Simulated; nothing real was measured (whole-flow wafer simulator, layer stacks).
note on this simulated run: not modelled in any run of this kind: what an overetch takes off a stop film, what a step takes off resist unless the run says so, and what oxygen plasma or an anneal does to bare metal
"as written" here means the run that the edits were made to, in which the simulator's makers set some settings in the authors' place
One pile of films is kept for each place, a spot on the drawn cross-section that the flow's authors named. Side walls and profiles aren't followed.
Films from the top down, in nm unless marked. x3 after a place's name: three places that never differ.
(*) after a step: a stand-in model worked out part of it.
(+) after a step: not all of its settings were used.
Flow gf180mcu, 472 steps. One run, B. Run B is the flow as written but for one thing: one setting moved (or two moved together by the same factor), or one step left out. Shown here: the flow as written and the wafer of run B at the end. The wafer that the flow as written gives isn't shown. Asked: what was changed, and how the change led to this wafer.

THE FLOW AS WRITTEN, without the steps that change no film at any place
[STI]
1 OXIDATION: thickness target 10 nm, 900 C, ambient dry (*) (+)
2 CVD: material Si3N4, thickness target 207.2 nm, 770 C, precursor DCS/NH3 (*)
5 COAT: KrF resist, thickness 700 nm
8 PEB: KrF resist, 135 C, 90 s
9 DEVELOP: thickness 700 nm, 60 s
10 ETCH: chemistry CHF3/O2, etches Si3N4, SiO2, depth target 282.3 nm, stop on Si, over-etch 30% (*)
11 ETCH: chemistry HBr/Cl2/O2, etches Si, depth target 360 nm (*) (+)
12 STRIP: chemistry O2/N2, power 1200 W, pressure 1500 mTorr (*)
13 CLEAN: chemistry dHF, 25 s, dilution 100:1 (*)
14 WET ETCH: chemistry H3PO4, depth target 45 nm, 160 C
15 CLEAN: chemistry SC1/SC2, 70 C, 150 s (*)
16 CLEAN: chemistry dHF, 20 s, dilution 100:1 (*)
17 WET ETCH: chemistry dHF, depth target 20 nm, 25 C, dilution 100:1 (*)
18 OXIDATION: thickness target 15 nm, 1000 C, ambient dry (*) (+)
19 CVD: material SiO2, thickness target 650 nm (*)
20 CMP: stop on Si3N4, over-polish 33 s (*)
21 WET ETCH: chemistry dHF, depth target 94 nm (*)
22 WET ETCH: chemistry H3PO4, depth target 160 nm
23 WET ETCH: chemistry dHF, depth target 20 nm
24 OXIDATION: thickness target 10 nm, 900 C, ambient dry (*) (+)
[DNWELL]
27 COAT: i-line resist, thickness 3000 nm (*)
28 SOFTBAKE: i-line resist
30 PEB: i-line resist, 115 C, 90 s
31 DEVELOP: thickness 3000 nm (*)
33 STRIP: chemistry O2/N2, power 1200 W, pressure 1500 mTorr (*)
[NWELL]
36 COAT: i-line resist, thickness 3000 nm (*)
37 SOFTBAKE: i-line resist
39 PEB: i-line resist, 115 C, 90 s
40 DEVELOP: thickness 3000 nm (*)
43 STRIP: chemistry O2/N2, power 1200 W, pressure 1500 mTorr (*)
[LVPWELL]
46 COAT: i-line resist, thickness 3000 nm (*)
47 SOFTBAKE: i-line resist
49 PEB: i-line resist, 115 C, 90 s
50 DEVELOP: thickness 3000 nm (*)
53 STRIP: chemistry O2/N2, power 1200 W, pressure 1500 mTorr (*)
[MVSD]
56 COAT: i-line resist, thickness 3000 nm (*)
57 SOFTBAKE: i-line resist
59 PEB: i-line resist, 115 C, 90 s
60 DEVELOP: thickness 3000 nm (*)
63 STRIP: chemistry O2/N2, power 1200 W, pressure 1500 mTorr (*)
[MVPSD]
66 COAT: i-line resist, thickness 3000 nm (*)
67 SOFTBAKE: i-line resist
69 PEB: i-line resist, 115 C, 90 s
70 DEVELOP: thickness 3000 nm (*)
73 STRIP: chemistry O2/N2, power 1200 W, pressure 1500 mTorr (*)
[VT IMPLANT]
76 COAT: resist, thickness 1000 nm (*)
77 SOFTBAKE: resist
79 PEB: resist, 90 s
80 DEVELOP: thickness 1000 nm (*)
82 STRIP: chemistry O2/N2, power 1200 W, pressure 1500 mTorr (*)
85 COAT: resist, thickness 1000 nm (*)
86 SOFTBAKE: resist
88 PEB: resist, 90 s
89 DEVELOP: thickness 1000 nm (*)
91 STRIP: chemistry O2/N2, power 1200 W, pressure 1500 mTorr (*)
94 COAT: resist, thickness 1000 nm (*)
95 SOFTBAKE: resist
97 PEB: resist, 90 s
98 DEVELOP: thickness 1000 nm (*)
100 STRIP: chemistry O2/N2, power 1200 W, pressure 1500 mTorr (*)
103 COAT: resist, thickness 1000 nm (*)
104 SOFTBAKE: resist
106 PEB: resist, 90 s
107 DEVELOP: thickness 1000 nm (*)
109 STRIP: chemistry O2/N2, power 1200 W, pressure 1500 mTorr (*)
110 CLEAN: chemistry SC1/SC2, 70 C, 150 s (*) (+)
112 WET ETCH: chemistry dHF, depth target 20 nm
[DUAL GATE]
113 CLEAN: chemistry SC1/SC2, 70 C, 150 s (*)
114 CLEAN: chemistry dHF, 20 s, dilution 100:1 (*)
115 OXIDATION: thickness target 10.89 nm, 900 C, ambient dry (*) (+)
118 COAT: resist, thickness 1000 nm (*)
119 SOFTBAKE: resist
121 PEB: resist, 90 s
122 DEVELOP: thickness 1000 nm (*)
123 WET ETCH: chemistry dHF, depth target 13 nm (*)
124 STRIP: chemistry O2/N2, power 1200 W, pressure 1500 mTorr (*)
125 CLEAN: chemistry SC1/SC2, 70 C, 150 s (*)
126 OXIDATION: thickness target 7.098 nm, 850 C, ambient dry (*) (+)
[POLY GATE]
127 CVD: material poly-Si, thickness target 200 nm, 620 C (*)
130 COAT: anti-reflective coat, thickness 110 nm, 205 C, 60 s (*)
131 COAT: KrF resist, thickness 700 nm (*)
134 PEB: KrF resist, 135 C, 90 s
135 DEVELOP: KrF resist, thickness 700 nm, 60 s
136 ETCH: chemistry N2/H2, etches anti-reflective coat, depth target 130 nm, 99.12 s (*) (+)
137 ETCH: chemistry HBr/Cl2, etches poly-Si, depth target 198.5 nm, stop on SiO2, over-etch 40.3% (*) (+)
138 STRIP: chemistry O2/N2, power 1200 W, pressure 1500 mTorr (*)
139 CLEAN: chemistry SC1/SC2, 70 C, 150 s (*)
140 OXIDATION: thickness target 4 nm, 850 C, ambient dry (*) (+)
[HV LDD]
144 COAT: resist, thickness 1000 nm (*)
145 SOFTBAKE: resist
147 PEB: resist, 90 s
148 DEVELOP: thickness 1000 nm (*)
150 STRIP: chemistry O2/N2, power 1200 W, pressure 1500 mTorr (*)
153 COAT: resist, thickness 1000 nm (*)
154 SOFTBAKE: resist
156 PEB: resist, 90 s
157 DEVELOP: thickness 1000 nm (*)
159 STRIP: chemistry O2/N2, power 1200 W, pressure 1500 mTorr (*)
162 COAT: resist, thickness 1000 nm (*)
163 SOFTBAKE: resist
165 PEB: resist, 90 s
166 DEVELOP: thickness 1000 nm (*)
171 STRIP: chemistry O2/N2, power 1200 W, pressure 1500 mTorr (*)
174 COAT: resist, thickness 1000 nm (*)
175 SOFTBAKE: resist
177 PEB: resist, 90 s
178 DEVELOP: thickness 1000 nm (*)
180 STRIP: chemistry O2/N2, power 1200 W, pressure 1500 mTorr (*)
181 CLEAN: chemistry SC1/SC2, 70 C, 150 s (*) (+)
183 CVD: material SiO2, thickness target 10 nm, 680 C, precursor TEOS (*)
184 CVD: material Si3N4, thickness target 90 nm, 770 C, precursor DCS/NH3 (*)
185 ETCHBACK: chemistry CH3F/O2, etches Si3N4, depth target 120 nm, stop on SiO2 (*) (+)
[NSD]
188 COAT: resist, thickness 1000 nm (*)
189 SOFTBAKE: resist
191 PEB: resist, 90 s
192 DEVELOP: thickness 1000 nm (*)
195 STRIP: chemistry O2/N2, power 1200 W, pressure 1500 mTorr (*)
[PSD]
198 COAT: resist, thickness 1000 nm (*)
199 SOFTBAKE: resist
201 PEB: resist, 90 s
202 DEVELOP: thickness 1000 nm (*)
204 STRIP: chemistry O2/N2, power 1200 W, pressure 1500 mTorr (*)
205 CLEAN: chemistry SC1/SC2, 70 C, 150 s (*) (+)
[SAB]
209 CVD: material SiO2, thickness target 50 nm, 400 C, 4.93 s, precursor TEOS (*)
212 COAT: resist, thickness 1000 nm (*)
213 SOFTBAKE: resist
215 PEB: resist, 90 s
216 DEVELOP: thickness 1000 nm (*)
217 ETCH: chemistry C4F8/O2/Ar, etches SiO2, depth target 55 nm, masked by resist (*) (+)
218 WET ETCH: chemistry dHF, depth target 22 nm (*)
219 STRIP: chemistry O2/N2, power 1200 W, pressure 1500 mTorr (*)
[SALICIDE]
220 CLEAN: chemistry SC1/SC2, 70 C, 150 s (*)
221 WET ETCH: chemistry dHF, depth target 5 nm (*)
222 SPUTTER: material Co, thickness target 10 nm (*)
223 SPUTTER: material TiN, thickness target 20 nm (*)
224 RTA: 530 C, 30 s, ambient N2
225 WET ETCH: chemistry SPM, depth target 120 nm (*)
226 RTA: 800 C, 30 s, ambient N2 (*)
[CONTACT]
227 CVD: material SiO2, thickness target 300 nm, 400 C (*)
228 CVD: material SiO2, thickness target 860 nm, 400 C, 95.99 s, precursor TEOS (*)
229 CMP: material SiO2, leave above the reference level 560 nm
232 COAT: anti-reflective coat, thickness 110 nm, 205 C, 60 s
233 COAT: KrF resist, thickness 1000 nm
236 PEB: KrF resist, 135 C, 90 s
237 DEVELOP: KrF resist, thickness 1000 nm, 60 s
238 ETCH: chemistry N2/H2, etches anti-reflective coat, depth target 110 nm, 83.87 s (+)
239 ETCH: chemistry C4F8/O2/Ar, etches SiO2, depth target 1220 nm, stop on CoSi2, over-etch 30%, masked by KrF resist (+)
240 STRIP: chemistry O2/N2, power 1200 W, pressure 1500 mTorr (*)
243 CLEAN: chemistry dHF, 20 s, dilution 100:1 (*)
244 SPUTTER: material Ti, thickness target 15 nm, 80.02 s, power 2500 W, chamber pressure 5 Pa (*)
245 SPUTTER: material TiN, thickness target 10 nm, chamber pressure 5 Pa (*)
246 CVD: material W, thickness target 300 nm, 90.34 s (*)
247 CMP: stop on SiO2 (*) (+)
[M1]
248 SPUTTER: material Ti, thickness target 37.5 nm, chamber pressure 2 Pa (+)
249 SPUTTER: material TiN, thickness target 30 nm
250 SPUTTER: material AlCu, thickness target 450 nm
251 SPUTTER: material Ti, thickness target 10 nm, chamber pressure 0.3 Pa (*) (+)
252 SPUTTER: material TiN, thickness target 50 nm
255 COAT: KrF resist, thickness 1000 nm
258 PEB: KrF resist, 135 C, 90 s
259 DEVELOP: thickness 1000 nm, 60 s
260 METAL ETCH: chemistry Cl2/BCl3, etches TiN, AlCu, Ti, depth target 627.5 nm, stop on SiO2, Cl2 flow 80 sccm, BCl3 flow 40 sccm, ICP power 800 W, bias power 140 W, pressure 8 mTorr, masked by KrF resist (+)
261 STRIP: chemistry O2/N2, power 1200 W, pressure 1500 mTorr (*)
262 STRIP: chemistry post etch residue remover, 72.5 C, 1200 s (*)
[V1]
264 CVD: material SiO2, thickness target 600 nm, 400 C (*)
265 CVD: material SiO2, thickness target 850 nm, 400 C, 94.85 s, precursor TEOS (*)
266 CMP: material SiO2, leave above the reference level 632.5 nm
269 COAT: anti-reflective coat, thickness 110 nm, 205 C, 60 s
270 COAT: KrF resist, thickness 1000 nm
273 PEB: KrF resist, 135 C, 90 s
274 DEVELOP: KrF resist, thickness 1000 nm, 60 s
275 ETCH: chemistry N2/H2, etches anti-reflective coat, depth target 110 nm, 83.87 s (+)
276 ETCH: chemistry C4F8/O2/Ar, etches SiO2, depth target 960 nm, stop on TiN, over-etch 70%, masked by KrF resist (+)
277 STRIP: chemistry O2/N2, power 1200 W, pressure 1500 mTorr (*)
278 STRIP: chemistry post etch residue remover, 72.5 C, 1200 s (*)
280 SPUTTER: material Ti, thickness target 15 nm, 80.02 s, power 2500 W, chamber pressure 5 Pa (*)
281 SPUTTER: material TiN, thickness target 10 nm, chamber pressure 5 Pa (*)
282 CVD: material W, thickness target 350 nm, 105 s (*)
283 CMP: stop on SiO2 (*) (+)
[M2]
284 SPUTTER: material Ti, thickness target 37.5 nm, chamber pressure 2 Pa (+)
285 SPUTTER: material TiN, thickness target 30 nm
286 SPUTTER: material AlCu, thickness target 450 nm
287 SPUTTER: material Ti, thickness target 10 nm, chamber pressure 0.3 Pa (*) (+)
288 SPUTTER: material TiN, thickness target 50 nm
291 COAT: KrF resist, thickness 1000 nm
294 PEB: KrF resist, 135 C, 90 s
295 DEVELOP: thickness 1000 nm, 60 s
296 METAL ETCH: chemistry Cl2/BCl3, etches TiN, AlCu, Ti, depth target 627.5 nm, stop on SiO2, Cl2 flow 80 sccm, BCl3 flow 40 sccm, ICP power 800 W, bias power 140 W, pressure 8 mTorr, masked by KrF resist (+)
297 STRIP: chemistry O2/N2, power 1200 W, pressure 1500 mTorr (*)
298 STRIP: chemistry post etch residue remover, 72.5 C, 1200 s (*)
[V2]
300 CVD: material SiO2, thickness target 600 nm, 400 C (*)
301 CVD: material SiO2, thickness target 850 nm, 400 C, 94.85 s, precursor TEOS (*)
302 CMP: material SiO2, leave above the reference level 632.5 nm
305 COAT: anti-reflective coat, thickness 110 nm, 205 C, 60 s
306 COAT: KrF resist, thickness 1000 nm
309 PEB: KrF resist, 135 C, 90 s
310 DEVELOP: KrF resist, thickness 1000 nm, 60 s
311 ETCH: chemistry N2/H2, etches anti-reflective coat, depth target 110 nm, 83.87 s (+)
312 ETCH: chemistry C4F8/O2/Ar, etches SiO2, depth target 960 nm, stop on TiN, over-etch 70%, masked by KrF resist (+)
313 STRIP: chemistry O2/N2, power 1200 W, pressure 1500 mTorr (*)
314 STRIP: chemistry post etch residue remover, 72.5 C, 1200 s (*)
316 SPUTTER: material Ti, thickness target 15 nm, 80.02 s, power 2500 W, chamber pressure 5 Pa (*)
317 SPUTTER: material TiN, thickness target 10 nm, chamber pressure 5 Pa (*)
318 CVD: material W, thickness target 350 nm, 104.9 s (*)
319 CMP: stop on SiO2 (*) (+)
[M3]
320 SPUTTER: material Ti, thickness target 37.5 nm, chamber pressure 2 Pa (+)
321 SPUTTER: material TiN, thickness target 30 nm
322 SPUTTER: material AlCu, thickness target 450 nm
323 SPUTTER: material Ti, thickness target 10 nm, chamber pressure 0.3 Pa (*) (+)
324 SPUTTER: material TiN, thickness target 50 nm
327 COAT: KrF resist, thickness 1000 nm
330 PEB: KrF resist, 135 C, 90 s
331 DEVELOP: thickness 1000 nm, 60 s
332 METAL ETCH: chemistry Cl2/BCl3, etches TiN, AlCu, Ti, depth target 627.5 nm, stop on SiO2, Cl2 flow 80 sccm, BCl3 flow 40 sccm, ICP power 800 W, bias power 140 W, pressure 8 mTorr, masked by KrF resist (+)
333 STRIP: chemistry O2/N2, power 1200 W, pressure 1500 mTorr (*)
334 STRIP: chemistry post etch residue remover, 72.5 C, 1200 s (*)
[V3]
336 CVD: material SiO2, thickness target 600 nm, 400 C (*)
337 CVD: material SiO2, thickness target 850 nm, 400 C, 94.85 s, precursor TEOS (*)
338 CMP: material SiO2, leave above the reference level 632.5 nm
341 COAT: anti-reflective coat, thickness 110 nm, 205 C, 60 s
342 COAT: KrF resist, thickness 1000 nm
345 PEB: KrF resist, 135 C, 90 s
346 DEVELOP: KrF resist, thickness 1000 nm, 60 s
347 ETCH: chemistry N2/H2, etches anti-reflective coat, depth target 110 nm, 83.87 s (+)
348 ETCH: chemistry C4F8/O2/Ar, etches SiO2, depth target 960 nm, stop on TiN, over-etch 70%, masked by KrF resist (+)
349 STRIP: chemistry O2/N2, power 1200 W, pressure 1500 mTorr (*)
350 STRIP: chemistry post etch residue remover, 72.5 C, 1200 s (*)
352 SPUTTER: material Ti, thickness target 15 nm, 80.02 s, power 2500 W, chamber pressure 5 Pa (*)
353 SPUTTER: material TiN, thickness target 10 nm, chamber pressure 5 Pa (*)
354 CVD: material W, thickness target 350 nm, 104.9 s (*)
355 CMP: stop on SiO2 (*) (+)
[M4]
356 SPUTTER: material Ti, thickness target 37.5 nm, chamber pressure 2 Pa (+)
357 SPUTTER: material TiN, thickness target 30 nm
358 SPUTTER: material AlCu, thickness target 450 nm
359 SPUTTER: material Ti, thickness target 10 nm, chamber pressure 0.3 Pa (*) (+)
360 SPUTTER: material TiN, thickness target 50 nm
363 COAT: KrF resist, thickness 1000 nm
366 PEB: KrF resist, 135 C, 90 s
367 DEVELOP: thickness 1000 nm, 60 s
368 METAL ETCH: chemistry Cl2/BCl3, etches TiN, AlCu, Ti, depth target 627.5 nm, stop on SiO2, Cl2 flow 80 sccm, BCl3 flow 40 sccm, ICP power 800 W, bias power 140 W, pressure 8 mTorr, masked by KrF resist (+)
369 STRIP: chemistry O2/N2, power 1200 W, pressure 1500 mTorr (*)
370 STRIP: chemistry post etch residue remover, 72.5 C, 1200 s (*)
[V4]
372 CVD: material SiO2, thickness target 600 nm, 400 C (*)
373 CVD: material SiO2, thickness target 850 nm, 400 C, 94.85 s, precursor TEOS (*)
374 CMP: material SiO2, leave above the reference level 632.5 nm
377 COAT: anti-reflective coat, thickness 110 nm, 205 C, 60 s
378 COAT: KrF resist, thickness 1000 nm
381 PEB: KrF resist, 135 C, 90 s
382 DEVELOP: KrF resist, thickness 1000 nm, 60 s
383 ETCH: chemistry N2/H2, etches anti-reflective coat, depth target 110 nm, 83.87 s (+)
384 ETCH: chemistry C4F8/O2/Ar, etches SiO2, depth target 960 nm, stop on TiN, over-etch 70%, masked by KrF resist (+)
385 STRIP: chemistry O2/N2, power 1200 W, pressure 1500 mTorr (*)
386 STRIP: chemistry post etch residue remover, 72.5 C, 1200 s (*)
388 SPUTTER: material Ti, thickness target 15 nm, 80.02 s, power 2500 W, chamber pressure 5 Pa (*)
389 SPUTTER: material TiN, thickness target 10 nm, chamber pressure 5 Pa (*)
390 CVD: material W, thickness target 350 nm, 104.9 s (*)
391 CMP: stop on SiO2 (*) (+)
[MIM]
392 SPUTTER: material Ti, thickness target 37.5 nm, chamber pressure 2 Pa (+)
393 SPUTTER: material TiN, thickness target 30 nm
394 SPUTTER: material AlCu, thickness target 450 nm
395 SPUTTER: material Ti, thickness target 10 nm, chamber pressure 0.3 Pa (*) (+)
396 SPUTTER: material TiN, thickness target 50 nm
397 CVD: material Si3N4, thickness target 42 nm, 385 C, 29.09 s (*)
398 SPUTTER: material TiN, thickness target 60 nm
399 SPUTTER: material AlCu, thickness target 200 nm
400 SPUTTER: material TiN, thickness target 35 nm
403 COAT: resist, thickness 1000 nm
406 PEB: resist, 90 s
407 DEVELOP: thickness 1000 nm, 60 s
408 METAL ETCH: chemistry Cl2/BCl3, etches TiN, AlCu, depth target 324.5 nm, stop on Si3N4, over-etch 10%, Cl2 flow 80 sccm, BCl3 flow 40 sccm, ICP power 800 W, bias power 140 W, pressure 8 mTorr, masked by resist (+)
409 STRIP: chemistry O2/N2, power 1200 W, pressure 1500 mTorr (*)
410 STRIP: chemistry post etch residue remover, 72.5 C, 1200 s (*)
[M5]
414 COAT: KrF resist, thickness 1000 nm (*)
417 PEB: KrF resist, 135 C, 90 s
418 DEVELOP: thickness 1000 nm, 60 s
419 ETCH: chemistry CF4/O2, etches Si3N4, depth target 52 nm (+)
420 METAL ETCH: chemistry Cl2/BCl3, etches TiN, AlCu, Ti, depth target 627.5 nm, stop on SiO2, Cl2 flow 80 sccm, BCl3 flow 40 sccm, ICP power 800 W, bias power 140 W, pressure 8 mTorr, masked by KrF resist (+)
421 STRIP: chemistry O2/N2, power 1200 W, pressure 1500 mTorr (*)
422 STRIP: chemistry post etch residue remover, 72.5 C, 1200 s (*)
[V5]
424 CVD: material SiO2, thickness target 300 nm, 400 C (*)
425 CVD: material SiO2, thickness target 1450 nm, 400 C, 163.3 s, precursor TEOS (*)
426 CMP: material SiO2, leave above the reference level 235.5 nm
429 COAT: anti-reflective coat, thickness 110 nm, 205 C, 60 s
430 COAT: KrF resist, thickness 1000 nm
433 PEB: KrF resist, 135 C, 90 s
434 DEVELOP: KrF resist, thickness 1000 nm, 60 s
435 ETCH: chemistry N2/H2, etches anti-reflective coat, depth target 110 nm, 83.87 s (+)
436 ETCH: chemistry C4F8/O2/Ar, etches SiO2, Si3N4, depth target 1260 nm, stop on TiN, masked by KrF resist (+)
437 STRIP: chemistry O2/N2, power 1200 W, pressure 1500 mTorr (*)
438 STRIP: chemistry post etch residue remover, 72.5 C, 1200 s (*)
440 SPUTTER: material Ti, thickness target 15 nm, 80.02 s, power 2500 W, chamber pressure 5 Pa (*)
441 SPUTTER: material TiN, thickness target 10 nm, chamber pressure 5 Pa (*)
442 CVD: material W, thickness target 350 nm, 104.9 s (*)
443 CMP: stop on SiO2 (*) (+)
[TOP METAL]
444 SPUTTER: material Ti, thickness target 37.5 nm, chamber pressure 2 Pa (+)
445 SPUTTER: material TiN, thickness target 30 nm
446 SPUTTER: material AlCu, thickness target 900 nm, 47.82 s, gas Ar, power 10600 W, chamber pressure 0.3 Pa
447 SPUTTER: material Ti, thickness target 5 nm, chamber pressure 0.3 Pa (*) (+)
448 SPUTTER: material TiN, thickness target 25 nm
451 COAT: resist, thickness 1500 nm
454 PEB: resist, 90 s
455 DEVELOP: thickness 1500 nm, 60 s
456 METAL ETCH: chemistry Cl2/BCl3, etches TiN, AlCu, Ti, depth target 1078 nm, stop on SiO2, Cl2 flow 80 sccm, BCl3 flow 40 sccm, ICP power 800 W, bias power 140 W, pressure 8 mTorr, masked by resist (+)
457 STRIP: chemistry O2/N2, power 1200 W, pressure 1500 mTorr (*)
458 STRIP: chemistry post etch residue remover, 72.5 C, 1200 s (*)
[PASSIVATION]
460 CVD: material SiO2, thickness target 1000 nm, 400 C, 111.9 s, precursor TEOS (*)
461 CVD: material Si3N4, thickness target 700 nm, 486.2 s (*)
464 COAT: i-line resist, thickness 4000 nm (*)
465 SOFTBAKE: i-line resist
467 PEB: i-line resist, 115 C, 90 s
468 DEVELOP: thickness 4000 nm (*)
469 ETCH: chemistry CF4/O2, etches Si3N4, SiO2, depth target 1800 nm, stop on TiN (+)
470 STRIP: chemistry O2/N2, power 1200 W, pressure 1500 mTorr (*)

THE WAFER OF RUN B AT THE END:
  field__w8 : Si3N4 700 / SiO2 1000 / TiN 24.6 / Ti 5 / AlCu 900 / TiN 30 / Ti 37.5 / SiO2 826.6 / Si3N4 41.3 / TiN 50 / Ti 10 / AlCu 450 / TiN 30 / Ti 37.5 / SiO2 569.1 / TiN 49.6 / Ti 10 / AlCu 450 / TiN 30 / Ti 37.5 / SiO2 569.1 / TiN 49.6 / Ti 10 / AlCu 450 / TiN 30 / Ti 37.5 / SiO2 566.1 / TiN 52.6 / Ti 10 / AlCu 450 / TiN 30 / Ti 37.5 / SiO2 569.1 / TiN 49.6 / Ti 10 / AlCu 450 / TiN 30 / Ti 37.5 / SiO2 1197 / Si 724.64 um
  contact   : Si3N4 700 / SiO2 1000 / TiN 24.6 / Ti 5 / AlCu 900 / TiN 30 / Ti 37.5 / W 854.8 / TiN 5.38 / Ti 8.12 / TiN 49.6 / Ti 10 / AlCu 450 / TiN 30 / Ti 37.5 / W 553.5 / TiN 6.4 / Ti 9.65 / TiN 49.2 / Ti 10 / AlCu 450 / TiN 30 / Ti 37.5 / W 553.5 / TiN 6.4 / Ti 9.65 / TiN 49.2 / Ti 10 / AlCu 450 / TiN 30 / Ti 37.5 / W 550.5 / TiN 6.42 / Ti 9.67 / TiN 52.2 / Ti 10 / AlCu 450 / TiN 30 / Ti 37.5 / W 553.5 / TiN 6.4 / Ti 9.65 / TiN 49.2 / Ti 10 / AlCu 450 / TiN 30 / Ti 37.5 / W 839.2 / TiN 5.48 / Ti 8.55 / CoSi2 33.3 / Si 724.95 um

The cause: step 288, SPUTTER: thickness target 53 nm was run, where the flow has thickness target 50 nm.

How the change led to this, step by step:
  288 SPUTTER: material TiN, thickness target 50 nm
      field, field__w1, field__w2 and 108 more: TiN +53 (new film) (as written it would be: TiN +50 (new film))
  296 METAL ETCH: chemistry Cl2/BCl3, etches TiN, AlCu, Ti, depth target 627.5 nm, stop on SiO2, Cl2 flow 80 sccm, BCl3 flow 40 sccm, ICP power 800 W, bias power 140 W, pressure 8 mTorr, masked by KrF resist (+)
      field, field__w1, field__w2 and 103 more: TiN -53 (all of it), Ti -10 (all of it), AlCu -450 (all of it), TiN -30 (all of it), Ti -37.5 (all of it) (as written it would be: TiN -50 (all of it), Ti -10 (all of it), AlCu -450 (all of it), TiN -30 (all of it), Ti -37.5 (all of it))
